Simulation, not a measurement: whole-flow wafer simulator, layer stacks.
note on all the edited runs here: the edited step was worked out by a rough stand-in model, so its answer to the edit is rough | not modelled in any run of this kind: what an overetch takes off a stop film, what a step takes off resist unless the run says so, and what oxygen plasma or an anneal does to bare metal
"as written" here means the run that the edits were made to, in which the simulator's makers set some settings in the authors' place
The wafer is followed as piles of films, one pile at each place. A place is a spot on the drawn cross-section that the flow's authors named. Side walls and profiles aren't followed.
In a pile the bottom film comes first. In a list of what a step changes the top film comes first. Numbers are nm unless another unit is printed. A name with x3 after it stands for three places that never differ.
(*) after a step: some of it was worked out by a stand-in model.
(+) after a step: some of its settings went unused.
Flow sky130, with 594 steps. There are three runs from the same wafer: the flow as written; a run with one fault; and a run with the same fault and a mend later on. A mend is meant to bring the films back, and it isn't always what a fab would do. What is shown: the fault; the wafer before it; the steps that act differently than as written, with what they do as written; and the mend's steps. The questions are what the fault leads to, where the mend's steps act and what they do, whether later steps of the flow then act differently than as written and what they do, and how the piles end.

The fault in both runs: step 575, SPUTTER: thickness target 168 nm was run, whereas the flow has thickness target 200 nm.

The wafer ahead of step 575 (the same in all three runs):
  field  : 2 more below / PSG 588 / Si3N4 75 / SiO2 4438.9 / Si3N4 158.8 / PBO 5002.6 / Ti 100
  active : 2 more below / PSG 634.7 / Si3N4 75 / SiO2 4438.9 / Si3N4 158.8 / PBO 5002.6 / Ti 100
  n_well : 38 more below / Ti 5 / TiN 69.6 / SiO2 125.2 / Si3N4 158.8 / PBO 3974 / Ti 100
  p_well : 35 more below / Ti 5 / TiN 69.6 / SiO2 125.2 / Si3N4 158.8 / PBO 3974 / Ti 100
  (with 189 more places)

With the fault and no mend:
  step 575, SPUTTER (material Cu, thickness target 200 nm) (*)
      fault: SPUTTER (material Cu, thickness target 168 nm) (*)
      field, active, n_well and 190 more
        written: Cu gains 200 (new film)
        fault: Cu gains 168 (new film)
  Steps later in the flow that act otherwise than as written (not shown: 7 more steps that differ only slightly, by at most 2% or 0.5 nm, whichever is larger):
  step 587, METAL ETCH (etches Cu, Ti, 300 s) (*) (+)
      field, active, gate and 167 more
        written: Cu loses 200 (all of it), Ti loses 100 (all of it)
        fault: Cu loses 168 (all of it), Ti loses 100 (all of it)
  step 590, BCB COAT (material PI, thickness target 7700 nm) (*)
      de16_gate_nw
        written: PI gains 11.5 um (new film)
        fault: PI gains 11.47 um (new film)
  The piles end different from the flow's at mim, sd_hvn, dext_nw_sti and 11 more by more than 2% or 0.5 nm, whichever is larger.
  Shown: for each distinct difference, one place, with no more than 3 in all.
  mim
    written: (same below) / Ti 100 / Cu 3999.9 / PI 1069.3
    fault: (same below) / Ti 100 / Cu 3967.9 / PI 1099.3
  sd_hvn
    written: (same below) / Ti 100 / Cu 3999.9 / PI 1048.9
    fault: (same below) / Ti 100 / Cu 3967.9 / PI 1079.7
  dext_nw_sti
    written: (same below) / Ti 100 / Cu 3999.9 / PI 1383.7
    fault: (same below) / Ti 100 / Cu 3967.9 / PI 1412.4

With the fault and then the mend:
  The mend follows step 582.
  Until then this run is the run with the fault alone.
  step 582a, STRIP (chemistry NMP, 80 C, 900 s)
      wcut_nhv, wcut_phv, wcut_fox_pw and 23 more
        i-line resist loses 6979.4 (all of it)
      gate_len, gate_lvt_sd_len, gate_p_sd_len, gate_p_hvt_sd_len, gate_p_lvt_sd_len, gate_len_250
        i-line resist loses 6982 (all of it)
      mim_edge_plate_strap, mim_edge_plate, mim_edge_gap, mim_edge_gap_sheet, vpp_l1ln
        i-line resist loses 6980.8 (all of it)
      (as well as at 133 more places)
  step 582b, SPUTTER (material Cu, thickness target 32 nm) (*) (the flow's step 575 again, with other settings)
      field, active, n_well and 190 more
        Cu gains 32
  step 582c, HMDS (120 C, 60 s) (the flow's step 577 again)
      leaves every film unchanged at each place that is followed
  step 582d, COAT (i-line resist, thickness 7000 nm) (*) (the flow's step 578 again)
      dice_street, wcut_nhv, wcut_phv and 18 more
        i-line resist gains 7000 (new film)
      poly_ln, iso_pw_fox, gate_lvt_sd, active_lvt, spacer_lvt, sonos_sd, sonos_cell_x, sonos_guard_x
        i-line resist gains 7003.2 (new film)
      vpp_iso2, mim_edge_plate_strap, mim_edge_plate, mim_edge_gap, mim_edge_gap_sheet, gate_hv_nvt, de16_nw_sti
        i-line resist gains 7001.4 (new film)
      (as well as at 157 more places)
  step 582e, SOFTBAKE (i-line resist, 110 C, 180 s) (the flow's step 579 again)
      de16_gate_pw, de16_pw_fp, de16_pw_sti, de16_psrc_nw
        i-line resist loses 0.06
      field, active_lvt
        i-line resist gains 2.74
      mim, vcap_hvt
        i-line resist loses 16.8
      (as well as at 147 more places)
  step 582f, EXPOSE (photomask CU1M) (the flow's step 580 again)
      leaves every film unchanged at each place that is followed
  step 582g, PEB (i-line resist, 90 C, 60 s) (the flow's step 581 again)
      field, active, n_well and 134 more
        i-line resist loses 0.07
      pad
        i-line resist loses 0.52
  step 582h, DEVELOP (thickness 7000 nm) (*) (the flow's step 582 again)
      field, active, gate and 167 more
        i-line resist loses 20.6
      n_well, p_well, sd_n, sd_p
        i-line resist loses 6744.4 (all of it)
      dep_nw_sti, dep_ntap_nw, de16_nw_sti
        i-line resist loses 7000.7 (all of it)
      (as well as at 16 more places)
  None of the later steps of the flow acts differently than as written at any place that is followed.
  At every place that both follow, the piles at the end match the flow's.
